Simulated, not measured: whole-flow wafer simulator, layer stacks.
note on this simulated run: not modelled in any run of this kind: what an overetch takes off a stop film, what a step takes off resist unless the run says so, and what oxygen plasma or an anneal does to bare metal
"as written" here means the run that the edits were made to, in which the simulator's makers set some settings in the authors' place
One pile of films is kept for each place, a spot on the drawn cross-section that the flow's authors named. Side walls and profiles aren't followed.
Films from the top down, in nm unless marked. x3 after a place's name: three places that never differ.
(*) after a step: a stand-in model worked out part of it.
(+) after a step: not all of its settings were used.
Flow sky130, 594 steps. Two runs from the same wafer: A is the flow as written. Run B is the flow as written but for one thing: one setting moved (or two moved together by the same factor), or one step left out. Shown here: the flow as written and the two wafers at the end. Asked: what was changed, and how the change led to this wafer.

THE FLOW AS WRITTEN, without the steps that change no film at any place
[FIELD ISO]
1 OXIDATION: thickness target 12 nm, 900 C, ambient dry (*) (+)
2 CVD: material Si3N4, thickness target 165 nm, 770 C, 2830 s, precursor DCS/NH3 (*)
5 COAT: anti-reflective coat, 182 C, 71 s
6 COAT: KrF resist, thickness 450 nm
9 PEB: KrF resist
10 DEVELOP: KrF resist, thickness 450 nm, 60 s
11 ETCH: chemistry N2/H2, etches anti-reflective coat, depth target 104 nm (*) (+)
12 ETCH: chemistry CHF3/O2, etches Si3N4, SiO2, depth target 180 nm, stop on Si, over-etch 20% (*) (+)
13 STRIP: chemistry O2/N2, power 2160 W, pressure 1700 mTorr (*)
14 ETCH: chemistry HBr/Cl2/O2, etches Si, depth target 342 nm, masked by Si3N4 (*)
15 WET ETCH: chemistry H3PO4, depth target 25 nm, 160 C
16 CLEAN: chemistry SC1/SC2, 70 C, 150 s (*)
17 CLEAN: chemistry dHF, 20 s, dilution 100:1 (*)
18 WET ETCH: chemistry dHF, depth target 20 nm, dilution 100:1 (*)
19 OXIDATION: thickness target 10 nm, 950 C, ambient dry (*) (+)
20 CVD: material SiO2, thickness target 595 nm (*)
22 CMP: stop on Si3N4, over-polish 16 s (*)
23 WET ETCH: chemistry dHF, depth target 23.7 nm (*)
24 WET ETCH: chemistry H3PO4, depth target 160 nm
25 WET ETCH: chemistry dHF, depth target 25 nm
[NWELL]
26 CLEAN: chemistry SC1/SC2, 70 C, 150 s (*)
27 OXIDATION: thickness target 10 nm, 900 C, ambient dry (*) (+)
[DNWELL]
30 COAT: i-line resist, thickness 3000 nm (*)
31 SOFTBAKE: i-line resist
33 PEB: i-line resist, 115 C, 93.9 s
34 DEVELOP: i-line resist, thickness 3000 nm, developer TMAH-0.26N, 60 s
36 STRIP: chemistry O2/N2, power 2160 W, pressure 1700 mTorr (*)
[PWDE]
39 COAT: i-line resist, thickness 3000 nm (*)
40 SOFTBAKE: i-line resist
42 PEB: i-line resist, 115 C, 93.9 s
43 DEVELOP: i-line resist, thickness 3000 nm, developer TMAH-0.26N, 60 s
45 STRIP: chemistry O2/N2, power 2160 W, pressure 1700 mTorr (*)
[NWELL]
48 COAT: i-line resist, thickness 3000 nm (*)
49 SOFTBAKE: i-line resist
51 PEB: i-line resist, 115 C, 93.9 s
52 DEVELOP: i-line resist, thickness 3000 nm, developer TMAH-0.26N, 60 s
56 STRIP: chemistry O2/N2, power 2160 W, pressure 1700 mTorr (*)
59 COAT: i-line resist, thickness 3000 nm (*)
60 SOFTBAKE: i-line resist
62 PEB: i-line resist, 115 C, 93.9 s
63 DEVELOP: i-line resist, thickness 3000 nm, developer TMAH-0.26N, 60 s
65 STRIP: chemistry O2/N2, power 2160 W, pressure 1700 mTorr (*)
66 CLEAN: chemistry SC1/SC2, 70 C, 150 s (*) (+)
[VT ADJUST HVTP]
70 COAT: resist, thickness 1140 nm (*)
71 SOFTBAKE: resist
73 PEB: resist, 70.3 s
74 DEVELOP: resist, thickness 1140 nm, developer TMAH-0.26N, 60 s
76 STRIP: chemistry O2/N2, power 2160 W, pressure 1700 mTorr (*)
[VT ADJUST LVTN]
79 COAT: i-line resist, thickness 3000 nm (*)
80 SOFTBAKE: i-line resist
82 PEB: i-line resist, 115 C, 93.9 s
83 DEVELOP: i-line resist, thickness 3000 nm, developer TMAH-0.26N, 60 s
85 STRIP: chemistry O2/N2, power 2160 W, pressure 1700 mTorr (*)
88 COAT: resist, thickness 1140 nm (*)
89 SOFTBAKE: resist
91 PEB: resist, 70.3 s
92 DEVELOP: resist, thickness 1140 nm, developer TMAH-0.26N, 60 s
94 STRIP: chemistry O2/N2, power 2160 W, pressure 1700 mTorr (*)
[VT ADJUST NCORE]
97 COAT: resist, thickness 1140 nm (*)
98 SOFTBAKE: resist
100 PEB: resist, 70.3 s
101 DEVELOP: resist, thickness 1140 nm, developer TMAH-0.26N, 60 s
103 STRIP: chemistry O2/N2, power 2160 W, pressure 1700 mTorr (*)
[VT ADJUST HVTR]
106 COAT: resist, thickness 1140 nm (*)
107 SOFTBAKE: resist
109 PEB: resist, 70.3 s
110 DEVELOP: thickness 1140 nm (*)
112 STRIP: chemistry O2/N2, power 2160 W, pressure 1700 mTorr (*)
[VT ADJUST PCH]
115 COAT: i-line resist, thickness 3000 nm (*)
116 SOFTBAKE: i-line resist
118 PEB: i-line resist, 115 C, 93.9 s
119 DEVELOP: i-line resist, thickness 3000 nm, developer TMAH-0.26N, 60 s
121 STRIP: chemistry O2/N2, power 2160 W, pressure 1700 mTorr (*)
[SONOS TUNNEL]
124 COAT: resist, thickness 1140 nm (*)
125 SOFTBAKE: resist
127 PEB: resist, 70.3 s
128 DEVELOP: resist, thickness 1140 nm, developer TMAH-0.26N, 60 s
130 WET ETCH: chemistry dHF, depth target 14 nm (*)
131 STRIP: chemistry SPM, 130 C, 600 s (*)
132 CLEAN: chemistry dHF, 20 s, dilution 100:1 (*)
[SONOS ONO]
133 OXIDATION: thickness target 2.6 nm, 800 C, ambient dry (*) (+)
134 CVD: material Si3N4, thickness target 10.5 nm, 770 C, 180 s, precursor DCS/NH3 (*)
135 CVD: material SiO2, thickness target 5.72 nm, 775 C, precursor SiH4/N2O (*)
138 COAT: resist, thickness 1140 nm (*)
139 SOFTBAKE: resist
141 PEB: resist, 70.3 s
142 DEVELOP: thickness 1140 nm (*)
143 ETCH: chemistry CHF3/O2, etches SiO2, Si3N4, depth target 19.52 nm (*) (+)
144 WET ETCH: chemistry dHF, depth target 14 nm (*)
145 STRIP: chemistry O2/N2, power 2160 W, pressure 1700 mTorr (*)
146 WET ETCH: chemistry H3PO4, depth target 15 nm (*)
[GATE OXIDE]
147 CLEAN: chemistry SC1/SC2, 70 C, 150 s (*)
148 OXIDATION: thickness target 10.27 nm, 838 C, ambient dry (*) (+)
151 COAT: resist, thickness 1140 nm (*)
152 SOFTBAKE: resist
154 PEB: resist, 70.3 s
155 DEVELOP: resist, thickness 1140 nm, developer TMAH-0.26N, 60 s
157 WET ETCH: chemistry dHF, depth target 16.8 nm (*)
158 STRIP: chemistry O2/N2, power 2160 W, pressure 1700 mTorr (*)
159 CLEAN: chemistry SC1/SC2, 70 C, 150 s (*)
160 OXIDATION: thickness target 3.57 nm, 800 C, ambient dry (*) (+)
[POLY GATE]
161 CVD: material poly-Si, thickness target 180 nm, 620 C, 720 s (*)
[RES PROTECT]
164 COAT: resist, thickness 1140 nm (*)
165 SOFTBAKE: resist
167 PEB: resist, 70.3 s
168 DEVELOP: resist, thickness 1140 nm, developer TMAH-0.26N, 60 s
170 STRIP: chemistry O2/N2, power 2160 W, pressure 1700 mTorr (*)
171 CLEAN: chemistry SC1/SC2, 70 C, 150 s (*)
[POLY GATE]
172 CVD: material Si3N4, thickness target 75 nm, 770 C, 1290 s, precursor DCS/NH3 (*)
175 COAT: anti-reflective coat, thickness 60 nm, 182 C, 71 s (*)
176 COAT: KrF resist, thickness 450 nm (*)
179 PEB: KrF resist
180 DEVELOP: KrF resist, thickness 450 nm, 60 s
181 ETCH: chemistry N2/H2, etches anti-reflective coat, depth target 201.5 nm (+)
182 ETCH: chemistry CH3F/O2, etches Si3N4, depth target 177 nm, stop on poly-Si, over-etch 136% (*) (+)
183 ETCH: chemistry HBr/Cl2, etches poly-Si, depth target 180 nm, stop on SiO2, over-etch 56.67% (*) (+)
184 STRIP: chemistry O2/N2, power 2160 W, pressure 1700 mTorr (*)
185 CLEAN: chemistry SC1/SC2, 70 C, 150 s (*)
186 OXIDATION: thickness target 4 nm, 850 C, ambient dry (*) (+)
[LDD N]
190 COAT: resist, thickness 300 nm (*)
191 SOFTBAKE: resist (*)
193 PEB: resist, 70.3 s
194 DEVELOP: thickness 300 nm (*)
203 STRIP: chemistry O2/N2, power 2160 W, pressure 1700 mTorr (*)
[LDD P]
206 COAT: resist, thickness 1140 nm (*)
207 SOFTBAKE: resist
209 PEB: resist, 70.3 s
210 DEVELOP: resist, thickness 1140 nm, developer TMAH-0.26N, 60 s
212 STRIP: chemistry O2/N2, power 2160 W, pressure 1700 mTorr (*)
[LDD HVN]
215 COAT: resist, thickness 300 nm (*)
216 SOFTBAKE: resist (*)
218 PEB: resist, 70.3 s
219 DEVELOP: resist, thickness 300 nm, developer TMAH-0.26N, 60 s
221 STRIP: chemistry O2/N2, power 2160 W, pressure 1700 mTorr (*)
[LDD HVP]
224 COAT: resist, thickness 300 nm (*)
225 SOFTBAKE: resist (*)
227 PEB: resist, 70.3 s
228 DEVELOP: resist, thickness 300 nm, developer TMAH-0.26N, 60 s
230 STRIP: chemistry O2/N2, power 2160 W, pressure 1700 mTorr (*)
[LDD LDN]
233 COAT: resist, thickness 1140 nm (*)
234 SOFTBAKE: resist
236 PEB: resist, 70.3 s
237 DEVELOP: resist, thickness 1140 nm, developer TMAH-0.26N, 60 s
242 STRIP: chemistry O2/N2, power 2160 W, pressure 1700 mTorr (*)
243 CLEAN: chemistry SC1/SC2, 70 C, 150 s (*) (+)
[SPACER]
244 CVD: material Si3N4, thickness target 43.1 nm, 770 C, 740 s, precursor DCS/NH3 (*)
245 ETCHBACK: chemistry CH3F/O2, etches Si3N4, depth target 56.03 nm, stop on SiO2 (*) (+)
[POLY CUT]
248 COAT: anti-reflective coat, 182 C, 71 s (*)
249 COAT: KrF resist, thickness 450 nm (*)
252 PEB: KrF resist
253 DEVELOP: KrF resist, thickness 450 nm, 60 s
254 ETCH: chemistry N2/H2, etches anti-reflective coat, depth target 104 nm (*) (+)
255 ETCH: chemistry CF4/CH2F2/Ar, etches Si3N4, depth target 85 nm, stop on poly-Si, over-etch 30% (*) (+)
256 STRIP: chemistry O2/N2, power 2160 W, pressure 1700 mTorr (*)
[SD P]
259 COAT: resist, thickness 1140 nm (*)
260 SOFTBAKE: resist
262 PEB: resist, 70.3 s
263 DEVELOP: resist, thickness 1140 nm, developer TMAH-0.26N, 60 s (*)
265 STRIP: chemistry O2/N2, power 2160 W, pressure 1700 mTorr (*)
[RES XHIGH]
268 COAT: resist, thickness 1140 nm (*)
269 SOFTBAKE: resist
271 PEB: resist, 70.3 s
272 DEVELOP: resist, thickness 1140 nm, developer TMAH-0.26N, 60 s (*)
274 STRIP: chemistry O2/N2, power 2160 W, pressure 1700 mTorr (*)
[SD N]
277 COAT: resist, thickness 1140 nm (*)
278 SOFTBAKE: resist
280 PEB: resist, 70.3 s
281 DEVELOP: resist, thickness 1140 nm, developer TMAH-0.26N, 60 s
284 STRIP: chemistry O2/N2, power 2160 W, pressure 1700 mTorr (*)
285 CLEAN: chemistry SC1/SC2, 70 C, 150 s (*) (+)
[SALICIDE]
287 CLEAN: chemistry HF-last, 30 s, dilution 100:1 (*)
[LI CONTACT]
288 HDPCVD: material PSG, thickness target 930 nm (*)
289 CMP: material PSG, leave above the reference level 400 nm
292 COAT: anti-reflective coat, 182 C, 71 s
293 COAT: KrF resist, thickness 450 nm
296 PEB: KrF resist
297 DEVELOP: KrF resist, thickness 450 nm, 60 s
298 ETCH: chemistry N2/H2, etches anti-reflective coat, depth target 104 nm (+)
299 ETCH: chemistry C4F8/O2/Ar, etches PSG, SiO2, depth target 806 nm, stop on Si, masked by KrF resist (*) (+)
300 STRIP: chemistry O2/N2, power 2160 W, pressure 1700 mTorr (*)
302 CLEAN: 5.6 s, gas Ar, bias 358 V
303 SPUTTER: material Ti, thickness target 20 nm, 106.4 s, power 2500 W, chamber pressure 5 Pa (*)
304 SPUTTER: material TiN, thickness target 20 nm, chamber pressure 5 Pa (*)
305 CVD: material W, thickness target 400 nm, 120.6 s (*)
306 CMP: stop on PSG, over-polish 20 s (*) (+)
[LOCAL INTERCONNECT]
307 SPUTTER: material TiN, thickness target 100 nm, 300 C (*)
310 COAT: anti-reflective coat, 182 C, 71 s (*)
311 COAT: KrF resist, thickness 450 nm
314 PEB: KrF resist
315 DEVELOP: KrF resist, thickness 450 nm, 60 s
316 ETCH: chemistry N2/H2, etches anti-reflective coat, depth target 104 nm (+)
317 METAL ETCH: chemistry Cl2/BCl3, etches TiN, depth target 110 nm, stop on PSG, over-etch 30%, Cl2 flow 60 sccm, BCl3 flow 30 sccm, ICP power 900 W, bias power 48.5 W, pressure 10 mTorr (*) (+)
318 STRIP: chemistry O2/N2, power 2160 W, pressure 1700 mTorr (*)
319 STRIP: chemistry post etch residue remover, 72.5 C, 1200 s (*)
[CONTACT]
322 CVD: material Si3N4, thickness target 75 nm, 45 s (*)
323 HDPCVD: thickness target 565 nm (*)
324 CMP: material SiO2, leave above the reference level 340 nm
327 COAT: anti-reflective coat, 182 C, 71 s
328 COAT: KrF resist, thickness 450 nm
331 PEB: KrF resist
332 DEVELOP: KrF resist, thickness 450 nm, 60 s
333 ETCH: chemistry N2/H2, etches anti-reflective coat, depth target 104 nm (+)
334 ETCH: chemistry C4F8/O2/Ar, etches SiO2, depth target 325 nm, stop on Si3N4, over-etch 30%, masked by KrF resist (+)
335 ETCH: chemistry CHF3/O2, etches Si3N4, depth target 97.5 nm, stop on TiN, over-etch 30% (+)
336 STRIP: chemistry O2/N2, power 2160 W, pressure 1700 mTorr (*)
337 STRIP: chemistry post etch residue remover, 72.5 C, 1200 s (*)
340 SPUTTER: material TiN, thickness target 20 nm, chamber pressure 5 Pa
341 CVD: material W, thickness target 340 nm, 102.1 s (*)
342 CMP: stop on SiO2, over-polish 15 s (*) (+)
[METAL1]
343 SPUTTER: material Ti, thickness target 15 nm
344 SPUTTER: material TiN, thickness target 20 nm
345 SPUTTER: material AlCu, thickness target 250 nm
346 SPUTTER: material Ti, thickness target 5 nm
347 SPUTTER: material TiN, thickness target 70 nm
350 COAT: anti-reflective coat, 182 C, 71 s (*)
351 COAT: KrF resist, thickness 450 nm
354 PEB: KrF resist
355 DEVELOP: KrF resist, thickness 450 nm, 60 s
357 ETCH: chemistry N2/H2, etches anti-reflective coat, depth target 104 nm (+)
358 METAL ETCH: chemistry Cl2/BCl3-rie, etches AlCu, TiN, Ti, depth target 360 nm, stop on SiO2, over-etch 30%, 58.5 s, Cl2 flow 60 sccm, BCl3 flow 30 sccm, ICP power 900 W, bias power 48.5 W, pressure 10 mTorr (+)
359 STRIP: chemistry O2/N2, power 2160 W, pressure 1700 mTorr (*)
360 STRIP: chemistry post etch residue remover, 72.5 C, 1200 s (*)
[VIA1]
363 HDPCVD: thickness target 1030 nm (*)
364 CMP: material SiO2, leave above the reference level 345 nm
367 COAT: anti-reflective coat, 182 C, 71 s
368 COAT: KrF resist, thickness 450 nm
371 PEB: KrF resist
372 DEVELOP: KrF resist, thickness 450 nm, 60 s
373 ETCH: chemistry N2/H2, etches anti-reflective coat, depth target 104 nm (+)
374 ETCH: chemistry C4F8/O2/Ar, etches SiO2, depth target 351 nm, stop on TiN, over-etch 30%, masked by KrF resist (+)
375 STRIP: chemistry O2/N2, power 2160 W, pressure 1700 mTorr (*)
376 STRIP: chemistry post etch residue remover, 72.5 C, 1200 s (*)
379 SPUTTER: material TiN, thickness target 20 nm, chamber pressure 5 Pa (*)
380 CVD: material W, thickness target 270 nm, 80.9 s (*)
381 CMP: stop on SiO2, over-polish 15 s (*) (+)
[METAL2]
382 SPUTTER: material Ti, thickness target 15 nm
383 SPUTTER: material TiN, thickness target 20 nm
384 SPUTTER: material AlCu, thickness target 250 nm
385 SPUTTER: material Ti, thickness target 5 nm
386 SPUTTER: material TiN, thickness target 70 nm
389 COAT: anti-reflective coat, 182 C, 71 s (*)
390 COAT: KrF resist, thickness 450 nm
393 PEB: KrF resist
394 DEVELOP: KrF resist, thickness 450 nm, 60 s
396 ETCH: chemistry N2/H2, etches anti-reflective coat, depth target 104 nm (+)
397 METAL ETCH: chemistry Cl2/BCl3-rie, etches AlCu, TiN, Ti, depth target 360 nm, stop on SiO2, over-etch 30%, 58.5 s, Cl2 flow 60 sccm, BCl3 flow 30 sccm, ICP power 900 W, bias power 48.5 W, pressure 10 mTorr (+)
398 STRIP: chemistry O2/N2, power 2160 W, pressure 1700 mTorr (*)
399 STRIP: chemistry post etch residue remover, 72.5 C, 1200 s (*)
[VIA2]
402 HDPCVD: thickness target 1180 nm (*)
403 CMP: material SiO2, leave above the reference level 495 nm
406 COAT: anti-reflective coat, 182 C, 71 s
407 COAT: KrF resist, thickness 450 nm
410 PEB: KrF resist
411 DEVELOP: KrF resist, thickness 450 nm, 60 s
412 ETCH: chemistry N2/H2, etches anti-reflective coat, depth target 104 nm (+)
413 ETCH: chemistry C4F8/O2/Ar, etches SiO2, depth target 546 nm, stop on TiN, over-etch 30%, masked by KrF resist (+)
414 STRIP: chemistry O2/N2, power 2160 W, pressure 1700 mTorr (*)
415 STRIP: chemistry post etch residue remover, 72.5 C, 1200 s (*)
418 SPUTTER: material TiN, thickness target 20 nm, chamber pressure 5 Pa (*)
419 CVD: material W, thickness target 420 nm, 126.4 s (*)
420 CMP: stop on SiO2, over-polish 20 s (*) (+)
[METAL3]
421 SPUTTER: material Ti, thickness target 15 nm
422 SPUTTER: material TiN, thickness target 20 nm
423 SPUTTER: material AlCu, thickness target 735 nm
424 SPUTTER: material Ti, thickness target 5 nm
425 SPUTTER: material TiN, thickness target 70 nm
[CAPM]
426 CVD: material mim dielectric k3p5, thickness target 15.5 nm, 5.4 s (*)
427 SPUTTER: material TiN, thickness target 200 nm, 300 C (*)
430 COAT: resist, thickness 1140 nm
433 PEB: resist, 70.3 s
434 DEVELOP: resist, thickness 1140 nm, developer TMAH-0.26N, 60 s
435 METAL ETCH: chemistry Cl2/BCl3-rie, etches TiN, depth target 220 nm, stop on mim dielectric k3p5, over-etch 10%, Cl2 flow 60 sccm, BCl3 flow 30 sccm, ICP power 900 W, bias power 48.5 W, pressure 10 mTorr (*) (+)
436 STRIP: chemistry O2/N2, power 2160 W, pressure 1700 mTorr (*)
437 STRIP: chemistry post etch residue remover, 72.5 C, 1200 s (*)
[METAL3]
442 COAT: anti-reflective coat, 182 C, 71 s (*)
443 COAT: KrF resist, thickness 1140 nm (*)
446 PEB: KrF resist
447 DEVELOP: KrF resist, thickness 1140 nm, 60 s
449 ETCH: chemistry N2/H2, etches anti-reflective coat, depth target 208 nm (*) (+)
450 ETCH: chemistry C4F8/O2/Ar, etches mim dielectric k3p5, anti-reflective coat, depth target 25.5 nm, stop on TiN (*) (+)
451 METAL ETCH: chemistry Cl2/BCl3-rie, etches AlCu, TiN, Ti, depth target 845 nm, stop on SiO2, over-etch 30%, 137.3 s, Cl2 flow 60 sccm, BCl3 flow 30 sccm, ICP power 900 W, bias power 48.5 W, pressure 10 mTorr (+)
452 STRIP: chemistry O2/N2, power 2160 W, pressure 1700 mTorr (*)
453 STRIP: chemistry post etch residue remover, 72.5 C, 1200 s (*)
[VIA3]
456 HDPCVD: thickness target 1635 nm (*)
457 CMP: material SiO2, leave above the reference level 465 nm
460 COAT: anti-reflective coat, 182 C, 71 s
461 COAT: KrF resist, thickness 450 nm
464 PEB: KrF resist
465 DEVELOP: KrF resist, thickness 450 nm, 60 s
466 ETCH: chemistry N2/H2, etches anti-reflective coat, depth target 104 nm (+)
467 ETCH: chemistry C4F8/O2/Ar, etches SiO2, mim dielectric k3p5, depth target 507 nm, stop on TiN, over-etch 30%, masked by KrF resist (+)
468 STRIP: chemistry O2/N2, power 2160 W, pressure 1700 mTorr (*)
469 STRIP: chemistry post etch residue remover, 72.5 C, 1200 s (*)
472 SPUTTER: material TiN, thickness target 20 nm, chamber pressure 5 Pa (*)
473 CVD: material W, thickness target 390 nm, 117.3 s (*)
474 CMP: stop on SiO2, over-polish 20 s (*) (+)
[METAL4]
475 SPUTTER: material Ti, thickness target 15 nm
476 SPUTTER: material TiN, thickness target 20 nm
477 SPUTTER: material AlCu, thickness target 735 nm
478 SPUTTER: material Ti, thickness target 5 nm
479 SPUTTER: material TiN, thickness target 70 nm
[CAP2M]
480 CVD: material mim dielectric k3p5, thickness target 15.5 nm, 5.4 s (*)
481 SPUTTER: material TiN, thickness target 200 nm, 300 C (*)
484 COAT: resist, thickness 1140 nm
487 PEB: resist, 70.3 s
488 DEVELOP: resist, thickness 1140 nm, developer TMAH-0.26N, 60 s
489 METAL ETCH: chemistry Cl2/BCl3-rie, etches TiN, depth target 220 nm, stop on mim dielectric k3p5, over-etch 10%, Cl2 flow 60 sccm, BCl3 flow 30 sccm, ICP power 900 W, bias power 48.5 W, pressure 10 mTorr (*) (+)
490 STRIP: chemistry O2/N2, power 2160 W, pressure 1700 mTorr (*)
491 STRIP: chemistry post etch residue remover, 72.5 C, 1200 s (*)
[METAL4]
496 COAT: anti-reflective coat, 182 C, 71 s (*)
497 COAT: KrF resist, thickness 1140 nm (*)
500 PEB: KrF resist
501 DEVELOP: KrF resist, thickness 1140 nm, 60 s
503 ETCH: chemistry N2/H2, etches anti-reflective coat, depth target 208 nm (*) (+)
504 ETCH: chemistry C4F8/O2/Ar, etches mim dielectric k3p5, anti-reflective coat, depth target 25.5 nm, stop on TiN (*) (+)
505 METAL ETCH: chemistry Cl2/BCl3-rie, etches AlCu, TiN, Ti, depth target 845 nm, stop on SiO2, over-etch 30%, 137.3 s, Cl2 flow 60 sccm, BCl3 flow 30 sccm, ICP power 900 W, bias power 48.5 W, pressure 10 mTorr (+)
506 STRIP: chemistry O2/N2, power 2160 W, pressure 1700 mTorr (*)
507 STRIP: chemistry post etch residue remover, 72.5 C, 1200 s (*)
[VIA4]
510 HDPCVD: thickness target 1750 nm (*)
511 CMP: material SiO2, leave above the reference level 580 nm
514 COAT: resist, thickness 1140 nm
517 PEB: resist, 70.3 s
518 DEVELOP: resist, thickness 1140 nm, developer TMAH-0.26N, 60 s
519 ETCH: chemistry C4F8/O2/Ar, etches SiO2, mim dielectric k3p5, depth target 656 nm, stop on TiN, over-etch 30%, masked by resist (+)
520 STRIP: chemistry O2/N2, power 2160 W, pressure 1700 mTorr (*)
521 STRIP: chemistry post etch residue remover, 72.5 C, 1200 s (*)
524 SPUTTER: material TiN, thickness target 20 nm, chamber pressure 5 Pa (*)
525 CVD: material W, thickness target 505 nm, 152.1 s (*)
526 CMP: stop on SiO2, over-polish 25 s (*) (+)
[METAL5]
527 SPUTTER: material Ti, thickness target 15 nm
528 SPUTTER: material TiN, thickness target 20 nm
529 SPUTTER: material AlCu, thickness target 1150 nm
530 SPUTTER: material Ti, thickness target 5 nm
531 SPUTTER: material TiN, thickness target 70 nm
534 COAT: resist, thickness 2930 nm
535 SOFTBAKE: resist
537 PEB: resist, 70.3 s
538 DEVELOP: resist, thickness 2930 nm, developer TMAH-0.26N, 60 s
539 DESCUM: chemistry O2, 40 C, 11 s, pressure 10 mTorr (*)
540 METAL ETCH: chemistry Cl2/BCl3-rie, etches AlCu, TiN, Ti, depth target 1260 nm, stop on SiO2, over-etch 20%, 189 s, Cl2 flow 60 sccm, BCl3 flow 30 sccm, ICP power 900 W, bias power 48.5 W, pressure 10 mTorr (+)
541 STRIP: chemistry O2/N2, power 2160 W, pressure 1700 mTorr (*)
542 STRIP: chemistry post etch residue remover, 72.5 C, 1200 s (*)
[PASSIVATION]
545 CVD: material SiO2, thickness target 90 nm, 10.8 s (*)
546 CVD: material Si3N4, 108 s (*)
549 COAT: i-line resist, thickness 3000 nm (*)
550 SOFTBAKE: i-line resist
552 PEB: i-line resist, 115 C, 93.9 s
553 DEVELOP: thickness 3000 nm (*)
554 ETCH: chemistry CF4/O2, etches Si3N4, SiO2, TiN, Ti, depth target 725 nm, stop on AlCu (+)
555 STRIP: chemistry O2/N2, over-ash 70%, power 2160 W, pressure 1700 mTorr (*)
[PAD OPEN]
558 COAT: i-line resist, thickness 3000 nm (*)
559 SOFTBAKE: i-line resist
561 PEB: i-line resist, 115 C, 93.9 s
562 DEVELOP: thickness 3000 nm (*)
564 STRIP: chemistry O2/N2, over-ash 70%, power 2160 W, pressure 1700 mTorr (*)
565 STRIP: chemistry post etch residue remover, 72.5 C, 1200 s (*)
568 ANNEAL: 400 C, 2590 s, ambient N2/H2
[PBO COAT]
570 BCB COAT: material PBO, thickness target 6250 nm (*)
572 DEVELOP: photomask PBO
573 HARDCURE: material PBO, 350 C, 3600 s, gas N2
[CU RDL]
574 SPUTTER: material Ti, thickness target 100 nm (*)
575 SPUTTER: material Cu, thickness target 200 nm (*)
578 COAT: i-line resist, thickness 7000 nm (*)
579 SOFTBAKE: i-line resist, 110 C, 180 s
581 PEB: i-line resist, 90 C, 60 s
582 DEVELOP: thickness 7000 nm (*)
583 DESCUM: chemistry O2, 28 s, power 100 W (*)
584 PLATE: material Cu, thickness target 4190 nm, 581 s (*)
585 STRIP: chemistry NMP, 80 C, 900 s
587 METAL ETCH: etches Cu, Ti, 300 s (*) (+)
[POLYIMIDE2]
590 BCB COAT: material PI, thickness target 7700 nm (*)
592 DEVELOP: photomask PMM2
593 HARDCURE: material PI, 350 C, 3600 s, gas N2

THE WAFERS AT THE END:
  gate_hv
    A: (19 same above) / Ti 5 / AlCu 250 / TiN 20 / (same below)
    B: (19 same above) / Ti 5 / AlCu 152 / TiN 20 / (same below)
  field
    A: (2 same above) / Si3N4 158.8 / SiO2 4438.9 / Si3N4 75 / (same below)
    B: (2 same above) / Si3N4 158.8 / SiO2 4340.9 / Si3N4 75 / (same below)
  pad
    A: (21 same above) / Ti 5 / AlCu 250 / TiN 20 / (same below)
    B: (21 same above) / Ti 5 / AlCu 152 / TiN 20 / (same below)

The cause: step 384, SPUTTER: thickness target 152 nm was run, where the flow has thickness target 250 nm.
It can be read off the wafer: gate_hv has AlCu 152, and step 384 as written asks for 250 nm.

How the change led to this, step by step:
  384 SPUTTER: material AlCu, thickness target 250 nm
      field, active, n_well and 188 more: A AlCu +250 (new film) | B AlCu +152 (new film)
  397 METAL ETCH: chemistry Cl2/BCl3-rie, etches AlCu, TiN, Ti, depth target 360 nm, stop on SiO2, over-etch 30%, 58.5 s, Cl2 flow 60 sccm, BCl3 flow 30 sccm, ICP power 900 W, bias power 48.5 W, pressure 10 mTorr (+)
      field, active, gate and 82 more: A TiN -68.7 (all of it), Ti -5 (all of it), AlCu -250 (all of it), TiN -20 (all of it), Ti -15 (all of it), SiO2 -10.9 | B TiN -68.7 (all of it), Ti -5 (all of it), AlCu -152 (all of it), TiN -20 (all of it), Ti -15 (all of it), SiO2 -20.7
  403 CMP: material SiO2, leave above the reference level 495 nm
      field, active, gate and 82 more: A SiO2 -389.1 | B SiO2 -477.3
